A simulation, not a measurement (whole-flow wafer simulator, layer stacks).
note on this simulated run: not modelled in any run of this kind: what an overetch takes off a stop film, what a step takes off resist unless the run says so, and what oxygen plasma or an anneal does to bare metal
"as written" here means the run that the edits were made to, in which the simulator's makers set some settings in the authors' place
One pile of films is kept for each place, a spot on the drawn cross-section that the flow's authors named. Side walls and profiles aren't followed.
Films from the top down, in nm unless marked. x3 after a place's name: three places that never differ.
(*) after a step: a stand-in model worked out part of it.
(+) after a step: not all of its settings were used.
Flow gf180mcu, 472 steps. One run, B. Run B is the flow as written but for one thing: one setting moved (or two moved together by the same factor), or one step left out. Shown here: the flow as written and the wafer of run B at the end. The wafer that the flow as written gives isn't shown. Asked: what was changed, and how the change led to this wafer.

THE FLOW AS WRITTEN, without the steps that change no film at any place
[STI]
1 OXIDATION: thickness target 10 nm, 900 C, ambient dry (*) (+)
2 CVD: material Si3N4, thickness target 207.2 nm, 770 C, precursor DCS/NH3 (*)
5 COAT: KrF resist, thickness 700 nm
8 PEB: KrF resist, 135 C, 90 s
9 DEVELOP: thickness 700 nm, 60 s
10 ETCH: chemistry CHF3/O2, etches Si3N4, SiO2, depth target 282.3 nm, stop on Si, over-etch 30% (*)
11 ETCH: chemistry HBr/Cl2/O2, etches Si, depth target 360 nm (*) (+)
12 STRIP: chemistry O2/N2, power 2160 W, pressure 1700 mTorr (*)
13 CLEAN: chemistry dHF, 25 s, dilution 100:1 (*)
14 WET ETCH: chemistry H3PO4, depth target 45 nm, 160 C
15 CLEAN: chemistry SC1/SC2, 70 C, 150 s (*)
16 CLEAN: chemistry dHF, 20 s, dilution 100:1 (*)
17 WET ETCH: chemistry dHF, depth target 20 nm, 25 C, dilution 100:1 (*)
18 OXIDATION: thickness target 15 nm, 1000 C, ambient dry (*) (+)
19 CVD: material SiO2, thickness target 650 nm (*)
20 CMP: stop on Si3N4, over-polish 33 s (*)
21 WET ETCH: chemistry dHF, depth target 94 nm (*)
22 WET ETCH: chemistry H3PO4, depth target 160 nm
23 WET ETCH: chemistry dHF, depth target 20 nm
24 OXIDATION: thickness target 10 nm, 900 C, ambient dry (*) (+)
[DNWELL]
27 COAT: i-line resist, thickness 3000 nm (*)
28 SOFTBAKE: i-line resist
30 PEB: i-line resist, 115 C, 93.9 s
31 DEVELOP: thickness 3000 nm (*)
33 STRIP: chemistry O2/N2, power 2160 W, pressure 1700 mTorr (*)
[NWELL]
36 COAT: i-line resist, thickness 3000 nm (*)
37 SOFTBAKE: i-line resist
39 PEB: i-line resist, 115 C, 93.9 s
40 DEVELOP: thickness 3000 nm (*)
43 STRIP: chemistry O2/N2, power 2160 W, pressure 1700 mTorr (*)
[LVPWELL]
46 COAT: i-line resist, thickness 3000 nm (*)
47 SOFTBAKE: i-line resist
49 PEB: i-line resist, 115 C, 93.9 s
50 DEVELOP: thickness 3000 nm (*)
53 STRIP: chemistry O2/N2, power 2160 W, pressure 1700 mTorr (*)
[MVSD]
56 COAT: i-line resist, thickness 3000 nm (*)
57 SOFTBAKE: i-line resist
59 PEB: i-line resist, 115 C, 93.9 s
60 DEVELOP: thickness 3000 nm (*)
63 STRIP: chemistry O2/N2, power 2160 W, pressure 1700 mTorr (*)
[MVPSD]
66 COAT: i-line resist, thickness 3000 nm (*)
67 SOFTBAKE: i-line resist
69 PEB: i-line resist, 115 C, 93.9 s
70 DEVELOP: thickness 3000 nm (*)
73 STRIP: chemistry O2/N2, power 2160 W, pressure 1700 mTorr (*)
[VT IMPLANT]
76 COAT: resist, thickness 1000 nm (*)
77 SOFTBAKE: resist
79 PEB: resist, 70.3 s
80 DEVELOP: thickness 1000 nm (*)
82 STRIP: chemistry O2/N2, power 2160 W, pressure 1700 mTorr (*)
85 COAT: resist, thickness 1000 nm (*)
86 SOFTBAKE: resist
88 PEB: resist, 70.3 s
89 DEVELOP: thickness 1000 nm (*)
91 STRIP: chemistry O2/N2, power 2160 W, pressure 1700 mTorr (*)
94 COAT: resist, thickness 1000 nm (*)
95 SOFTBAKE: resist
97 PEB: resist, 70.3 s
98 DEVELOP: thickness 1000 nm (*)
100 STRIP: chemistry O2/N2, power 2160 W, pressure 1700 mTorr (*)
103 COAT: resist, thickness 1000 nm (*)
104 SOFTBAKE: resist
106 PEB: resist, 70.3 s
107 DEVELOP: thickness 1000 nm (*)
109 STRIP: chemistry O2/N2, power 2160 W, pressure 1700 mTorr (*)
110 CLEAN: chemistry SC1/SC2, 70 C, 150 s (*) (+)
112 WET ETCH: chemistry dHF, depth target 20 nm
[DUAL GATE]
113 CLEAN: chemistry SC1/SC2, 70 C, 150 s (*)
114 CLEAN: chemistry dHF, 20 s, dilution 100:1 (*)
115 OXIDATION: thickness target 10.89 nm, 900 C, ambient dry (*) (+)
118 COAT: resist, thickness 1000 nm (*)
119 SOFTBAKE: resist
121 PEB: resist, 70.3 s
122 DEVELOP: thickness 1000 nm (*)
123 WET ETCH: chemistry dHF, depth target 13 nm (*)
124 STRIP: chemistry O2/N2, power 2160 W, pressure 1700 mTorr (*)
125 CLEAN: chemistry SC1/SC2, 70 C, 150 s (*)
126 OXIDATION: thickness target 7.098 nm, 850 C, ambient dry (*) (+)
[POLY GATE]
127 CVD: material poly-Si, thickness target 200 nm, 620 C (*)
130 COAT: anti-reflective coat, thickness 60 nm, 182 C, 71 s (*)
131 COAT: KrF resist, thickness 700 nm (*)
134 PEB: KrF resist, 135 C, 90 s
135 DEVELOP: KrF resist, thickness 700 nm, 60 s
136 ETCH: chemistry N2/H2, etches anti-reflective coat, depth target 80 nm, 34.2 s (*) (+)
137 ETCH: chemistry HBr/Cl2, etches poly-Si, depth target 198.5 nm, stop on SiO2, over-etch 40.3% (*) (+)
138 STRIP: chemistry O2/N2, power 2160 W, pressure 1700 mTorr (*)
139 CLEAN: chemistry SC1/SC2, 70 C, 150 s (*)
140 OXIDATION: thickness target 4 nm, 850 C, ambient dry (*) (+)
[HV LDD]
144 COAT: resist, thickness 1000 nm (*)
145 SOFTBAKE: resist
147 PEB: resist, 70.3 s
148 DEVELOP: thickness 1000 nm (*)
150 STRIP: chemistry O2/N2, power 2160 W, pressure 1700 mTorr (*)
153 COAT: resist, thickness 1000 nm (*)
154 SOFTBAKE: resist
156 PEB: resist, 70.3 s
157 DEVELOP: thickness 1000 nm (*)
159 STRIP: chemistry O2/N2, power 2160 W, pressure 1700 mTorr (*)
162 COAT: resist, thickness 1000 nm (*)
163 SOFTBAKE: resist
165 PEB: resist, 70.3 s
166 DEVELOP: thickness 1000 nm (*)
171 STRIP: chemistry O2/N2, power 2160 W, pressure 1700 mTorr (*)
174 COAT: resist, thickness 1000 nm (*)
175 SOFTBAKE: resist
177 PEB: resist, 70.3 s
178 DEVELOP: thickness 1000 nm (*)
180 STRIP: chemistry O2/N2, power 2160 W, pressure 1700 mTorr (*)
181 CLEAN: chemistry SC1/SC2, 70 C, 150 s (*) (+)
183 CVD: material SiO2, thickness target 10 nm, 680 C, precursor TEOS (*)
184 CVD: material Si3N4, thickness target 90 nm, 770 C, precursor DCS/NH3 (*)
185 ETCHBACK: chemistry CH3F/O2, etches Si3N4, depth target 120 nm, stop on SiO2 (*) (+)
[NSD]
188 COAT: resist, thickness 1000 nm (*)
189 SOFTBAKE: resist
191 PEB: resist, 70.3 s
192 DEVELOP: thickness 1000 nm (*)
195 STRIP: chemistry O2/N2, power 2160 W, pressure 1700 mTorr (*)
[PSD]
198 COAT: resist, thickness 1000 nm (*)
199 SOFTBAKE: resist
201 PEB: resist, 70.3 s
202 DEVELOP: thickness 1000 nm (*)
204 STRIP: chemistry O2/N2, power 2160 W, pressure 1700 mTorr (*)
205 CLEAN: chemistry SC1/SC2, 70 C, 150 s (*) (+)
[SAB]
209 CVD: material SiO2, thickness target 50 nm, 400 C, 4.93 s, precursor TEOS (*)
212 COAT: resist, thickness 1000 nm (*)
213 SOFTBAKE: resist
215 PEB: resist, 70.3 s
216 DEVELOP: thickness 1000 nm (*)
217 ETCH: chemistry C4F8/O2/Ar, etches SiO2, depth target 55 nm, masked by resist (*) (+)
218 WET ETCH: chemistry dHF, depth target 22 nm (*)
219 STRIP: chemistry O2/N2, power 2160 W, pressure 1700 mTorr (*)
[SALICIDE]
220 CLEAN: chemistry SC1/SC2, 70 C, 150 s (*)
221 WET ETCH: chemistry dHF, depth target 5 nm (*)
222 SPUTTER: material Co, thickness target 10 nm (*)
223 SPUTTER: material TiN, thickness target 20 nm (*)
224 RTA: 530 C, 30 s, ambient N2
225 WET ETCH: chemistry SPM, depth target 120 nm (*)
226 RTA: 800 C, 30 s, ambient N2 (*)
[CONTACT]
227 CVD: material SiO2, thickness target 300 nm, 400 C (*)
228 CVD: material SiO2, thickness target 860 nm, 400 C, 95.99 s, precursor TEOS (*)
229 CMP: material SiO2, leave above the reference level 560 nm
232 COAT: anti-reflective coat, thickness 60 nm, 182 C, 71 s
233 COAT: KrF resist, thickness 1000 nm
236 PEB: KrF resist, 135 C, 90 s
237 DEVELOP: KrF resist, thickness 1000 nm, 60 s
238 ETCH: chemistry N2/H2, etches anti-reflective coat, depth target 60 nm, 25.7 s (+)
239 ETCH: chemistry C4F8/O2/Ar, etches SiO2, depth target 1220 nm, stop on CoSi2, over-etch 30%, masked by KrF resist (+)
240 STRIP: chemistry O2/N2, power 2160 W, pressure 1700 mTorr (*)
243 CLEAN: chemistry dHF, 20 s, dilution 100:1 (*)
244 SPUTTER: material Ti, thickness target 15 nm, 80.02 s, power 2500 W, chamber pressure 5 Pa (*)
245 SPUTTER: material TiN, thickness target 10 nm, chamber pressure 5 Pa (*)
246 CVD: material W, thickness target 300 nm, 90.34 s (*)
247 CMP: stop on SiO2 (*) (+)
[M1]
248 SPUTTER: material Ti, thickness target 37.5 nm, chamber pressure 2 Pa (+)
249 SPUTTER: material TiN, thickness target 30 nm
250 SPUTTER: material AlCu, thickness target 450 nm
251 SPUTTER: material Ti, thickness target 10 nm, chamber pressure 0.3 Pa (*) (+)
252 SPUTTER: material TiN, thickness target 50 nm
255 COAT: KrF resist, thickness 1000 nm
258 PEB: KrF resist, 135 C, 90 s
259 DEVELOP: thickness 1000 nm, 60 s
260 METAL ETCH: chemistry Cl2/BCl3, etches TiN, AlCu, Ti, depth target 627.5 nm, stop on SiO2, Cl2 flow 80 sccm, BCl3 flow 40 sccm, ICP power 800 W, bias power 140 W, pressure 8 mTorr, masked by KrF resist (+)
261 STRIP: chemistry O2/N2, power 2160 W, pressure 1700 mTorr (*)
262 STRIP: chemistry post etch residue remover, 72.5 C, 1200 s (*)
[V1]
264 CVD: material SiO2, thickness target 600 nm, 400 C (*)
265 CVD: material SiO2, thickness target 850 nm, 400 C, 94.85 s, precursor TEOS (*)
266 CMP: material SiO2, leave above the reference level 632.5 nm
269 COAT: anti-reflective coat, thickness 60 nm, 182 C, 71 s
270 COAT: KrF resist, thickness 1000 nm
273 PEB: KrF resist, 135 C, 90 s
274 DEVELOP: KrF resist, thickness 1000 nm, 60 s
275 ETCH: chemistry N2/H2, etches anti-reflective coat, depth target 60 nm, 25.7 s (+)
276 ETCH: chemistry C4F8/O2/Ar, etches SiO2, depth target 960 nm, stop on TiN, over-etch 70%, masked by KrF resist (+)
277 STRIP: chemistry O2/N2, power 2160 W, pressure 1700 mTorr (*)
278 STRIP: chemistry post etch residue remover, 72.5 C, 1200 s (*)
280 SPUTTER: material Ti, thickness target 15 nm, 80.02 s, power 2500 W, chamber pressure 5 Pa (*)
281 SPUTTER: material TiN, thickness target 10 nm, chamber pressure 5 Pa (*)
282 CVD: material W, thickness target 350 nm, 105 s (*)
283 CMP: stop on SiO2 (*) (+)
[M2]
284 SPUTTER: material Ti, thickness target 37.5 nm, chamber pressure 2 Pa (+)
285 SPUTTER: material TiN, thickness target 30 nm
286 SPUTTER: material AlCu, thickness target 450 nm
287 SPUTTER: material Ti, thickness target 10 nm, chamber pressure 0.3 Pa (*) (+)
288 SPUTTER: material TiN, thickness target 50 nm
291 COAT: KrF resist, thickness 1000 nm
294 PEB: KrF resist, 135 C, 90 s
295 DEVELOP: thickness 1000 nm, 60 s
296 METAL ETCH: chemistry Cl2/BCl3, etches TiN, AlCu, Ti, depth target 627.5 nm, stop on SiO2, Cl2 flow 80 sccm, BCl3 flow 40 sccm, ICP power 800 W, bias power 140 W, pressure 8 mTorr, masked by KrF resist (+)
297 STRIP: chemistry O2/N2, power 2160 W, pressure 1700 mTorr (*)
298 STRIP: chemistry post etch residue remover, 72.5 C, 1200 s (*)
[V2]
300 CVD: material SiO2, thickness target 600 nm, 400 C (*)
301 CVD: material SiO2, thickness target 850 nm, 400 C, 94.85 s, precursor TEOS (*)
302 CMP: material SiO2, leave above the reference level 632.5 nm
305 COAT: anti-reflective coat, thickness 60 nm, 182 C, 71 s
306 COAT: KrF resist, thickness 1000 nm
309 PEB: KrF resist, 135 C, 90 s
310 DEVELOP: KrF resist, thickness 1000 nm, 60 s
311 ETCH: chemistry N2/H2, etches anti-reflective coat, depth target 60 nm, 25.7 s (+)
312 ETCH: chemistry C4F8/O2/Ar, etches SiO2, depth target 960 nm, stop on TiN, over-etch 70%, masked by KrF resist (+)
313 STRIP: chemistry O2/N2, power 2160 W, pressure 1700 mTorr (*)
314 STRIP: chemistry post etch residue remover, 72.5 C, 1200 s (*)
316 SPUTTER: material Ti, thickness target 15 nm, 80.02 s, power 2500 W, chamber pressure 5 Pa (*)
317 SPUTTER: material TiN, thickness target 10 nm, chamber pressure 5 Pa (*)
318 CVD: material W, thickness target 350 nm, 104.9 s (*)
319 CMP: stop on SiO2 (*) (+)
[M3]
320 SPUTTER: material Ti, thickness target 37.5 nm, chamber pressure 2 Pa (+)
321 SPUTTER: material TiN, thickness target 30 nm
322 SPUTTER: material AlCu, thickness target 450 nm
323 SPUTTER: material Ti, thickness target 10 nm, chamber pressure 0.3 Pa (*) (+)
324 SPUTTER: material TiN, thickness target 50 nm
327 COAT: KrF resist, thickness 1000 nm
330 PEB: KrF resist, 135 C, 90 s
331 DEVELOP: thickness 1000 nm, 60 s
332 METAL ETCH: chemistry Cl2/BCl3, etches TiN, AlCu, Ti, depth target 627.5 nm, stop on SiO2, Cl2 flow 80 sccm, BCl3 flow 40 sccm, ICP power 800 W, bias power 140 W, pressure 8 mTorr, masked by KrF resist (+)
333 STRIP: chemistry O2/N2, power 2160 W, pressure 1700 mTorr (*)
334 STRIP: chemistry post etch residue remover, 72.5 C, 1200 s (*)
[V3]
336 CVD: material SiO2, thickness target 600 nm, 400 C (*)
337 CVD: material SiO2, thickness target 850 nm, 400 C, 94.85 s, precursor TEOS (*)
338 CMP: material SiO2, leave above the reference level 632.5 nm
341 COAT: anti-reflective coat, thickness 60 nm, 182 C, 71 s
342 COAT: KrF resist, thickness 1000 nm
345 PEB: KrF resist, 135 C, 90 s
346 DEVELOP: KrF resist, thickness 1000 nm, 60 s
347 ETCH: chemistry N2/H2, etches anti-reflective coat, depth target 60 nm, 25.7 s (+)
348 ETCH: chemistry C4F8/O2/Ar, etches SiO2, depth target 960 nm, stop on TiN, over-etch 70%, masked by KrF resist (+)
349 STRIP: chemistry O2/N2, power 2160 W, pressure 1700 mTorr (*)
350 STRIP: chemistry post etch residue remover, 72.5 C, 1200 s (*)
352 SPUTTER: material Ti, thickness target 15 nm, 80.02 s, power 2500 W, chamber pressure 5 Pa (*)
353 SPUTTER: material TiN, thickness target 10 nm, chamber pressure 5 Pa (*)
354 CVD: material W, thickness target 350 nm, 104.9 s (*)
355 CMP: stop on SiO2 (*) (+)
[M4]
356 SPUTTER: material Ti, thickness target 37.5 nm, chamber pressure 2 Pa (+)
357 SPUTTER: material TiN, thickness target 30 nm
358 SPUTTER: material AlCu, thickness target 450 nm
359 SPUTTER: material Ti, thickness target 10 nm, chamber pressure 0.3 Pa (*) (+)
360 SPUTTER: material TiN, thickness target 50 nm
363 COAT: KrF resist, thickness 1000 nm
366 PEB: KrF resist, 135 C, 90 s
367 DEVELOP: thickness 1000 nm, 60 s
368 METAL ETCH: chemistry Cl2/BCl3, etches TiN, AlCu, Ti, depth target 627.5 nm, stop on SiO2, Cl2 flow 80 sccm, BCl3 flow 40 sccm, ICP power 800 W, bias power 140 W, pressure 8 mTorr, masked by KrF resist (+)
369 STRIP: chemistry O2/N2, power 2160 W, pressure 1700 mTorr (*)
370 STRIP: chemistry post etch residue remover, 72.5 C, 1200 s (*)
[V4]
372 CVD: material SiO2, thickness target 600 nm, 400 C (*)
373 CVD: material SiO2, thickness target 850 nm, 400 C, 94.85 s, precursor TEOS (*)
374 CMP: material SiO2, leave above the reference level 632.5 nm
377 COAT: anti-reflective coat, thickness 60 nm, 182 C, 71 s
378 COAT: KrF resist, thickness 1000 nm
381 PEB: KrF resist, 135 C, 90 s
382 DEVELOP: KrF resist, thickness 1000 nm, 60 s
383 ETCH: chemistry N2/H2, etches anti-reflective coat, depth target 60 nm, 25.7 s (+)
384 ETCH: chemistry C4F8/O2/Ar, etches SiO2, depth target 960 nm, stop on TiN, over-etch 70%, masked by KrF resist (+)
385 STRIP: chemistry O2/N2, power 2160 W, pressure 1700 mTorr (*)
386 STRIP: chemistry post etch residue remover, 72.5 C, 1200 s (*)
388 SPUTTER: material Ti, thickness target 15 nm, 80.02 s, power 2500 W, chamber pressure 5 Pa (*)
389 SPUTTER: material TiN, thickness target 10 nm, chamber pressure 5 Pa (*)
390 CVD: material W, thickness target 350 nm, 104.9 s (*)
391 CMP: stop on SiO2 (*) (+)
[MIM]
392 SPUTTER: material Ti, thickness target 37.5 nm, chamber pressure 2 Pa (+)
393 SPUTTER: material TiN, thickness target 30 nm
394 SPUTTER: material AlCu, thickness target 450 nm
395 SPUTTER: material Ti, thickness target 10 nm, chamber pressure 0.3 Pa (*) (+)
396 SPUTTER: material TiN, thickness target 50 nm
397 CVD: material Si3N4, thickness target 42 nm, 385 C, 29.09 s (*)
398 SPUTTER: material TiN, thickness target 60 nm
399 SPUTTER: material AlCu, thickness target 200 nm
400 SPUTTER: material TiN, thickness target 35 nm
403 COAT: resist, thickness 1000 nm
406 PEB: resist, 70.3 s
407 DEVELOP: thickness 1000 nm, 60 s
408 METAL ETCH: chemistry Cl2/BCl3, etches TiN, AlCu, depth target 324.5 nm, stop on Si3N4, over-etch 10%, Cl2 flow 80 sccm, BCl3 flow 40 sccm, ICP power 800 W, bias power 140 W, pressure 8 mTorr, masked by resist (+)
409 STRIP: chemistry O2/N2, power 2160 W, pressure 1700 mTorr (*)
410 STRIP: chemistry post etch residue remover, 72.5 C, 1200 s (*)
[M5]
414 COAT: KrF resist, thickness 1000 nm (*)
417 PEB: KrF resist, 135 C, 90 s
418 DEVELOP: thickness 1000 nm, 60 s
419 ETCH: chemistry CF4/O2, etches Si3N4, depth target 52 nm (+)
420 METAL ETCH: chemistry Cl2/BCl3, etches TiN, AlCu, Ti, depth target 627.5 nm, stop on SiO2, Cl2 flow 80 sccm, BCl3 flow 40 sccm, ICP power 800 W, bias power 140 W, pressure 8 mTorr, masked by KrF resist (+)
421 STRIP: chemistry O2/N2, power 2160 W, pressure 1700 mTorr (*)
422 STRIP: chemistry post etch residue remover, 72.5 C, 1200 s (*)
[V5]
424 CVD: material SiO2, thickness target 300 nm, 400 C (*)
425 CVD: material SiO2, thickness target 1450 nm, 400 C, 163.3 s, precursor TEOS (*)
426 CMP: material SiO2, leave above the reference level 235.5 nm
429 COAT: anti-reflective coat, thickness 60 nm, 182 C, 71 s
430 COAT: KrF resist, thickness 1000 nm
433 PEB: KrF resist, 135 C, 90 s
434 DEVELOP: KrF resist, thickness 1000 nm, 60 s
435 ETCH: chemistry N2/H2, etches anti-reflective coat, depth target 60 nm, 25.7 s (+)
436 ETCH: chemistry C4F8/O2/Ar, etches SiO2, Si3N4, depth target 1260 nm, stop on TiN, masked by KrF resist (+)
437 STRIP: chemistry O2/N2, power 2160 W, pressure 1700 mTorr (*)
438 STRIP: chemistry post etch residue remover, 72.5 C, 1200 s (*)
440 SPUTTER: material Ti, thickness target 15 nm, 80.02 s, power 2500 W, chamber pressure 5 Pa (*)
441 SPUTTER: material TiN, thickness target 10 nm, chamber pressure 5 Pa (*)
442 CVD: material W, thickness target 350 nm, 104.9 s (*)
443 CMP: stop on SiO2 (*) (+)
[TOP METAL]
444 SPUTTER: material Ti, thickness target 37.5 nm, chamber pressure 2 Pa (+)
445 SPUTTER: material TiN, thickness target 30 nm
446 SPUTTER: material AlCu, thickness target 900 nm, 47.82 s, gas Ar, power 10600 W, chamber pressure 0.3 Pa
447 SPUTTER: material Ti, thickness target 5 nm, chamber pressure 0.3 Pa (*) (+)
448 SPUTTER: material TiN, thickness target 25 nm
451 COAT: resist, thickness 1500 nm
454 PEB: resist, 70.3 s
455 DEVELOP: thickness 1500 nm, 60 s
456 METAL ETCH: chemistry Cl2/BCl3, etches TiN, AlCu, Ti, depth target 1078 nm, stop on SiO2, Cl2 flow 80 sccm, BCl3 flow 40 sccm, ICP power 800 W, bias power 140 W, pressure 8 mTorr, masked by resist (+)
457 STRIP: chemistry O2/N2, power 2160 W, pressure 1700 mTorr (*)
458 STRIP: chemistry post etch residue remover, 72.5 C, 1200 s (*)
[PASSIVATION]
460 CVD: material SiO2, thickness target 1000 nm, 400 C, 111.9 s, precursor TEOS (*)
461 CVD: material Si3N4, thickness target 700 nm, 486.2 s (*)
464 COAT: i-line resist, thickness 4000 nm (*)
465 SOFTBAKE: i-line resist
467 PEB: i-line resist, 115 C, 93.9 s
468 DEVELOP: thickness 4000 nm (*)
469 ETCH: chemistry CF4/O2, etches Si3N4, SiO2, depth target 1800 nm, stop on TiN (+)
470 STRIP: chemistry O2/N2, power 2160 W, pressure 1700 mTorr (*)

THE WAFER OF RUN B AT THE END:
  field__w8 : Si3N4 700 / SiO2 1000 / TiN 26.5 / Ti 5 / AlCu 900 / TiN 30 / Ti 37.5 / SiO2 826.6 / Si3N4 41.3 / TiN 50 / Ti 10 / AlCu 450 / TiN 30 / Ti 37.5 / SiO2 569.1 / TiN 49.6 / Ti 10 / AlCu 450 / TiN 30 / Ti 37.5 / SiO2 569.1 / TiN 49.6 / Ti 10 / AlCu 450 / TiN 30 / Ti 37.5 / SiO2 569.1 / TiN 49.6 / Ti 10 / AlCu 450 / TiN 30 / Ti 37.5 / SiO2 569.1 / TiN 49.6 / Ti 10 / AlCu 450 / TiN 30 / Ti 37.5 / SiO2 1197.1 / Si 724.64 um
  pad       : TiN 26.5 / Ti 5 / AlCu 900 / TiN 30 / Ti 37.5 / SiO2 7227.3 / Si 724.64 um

The cause: step 448, SPUTTER: thickness target 26.9 nm was run, where the flow has thickness target 25 nm.

How the change led to this, step by step:
  448 SPUTTER: material TiN, thickness target 25 nm
      field, field__w1, field__w2 and 109 more: TiN +26.9 (new film) (as written it would be: TiN +25 (new film))
  456 METAL ETCH: chemistry Cl2/BCl3, etches TiN, AlCu, Ti, depth target 1078 nm, stop on SiO2, Cl2 flow 80 sccm, BCl3 flow 40 sccm, ICP power 800 W, bias power 140 W, pressure 8 mTorr, masked by resist (+)
      field, field__w1, field__w2 and 103 more: TiN -26.9 (all of it), Ti -5 (all of it), AlCu -900 (all of it), TiN -30 (all of it), Ti -37.5 (all of it) (as written it would be: TiN -25 (all of it), Ti -5 (all of it), AlCu -900 (all of it), TiN -30 (all of it), Ti -37.5 (all of it))
